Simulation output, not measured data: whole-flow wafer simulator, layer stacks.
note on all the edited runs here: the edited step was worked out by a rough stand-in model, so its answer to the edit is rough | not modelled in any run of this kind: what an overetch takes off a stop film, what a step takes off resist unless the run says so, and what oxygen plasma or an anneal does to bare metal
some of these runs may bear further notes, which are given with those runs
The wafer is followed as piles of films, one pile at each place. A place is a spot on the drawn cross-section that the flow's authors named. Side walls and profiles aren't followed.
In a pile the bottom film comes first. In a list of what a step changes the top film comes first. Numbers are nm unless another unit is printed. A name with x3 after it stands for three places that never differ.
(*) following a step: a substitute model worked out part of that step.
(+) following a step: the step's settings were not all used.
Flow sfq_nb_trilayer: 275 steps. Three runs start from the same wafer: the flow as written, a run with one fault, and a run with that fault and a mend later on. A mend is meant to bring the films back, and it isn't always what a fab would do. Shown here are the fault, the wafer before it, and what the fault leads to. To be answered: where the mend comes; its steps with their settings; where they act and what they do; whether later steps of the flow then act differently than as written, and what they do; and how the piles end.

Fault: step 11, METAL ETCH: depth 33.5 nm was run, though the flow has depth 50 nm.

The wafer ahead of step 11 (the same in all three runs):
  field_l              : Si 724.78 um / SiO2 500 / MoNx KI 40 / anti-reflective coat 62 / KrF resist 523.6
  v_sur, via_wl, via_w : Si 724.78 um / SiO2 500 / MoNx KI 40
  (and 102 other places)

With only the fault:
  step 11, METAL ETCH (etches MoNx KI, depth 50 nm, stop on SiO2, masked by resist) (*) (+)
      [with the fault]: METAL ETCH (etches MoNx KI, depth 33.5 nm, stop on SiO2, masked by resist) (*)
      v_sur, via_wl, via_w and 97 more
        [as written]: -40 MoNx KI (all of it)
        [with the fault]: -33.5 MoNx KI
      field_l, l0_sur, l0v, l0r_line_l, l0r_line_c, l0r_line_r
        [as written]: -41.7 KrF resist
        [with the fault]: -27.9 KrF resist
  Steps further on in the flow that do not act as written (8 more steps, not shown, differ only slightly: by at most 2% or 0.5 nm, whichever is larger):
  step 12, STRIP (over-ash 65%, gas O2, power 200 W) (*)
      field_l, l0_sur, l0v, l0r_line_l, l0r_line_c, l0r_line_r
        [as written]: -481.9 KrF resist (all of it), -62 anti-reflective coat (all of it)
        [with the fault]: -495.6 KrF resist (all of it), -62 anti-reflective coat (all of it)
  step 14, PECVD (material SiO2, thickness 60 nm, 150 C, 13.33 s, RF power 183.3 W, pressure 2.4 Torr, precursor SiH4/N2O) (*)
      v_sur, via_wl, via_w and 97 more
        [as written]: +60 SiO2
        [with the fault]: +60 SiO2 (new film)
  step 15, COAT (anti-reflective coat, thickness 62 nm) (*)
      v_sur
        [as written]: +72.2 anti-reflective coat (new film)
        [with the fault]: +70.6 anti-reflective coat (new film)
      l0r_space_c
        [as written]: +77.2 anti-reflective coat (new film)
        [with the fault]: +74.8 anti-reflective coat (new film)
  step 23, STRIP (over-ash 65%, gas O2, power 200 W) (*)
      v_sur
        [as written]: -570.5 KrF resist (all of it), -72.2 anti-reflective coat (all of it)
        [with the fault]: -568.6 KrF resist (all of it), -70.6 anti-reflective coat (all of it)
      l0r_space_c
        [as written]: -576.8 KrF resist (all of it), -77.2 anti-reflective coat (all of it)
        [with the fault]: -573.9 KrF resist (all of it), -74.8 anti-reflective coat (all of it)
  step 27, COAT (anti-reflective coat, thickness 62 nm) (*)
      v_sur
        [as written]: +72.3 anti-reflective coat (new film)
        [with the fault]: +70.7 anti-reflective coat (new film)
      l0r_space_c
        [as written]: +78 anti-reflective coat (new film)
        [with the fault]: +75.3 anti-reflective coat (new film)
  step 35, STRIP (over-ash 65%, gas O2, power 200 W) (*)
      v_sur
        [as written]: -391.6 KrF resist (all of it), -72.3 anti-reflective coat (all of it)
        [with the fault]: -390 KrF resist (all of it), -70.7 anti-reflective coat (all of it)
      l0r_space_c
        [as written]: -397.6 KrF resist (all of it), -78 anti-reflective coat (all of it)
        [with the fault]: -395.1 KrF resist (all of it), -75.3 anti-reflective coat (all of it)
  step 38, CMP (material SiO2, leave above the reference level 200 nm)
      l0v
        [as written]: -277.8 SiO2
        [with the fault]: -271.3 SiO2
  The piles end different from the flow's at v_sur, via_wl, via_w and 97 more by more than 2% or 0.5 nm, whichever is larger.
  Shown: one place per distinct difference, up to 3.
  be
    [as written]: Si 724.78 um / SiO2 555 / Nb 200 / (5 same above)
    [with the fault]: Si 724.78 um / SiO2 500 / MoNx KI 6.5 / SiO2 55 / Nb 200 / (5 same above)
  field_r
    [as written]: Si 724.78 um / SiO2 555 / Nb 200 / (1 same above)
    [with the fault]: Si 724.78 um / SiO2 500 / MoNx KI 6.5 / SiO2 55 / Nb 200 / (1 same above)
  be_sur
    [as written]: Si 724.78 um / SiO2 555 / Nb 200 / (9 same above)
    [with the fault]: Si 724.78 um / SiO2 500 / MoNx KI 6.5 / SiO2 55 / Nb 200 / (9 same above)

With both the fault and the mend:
  The mend follows step 12.
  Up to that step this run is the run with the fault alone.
  step 12a, COAT (anti-reflective coat, thickness 62 nm) (*) (a further turn of the flow's step 4)
      p4_fl x3, p4_w1 x9, p4_g1 x2 and 59 more
        +62 anti-reflective coat (new film)
      be_sur, gap, jj_sur and 8 more
        +63.4 anti-reflective coat (new film)
      wire, be, moat, field_r, lsp_l
        +63.5 anti-reflective coat (new film)
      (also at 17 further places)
  step 12b, COAT (KrF resist, thickness 600 nm) (*) (a further turn of the flow's step 5)
      p4_fl x3, p4_w1 x9, p4_g1 x2 and 59 more
        +600 KrF resist (new film)
      ce_l, c5j, ce_r, sp_r, be_r, r_sur
        +605.6 KrF resist (new film)
      gap, jj_sur, res
        +605.7 KrF resist (new film)
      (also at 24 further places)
  step 12c, SOFTBAKE (KrF resist) (a further turn of the flow's step 6)
      leaves every film unchanged at each place that is followed
  step 12d, EXPOSE (photomask L0, dose 11.59 mJ/cm2, NA 0.6, wavelength 248 nm) (*) (a further turn of the flow's step 7)
      leaves every film unchanged at each place that is followed
  step 12e, PEB (KrF resist, 90 s) (a further turn of the flow's step 8)
      p4_fl x3, p4_w1 x9, p4_g1 x2 and 62 more
        -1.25 KrF resist
      v_sur, via_w, via_wr and 22 more
        -1.27 KrF resist
      field_l, l0_sur, l0v
        -1.24 KrF resist
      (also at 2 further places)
  step 12f, DEVELOP (KrF resist, thickness 600 nm, 60 s) (a further turn of the flow's step 9)
      p4_fl x3, p4_w1 x9, p4_g1 x2 and 59 more
        -598.7 KrF resist (all of it)
      gap, jj_sur, ce_l and 6 more
        -604.4 KrF resist (all of it)
      field_l, l0_sur, l0v, l0r_line_l, l0r_line_c, l0r_line_r
        -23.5 KrF resist
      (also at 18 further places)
  step 12g, METAL ETCH (etches anti-reflective coat, depth 125 nm, masked by resist) (*) (+) (a further turn of the flow's step 10)
      p4_fl x3, p4_w1 x9, p4_g1 x2 and 59 more
        -62 anti-reflective coat (all of it)
      be_sur, gap, jj_sur and 8 more
        -63.4 anti-reflective coat (all of it)
      field_l, l0_sur, l0v, l0r_line_l, l0r_line_c, l0r_line_r
        -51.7 KrF resist
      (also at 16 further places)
  step 12h, METAL ETCH (etches MoNx KI, depth 16.5 nm, stop on SiO2, masked by resist) (+) (a further turn of the flow's step 11, with different settings)
      v_sur, via_wl, via_w and 97 more
        -6.5 MoNx KI (all of it)
      field_l, l0_sur, l0v, l0r_line_l, l0r_line_c, l0r_line_r
        -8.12 KrF resist
  step 12i, STRIP (over-ash 65%, gas O2, power 200 W) (*) (a further turn of the flow's step 12)
      l0r_line_l, l0r_line_c, l0r_line_r
        -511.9 KrF resist (all of it), -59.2 anti-reflective coat (all of it)
      field_l
        -507.7 KrF resist (all of it), -57.2 anti-reflective coat (all of it)
      l0_sur
        -509.1 KrF resist (all of it), -54.8 anti-reflective coat (all of it)
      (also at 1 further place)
  None of the later steps of the flow acts differently than as written at any place that is followed.
  At every place that both follow, the piles at the end match the flow's.
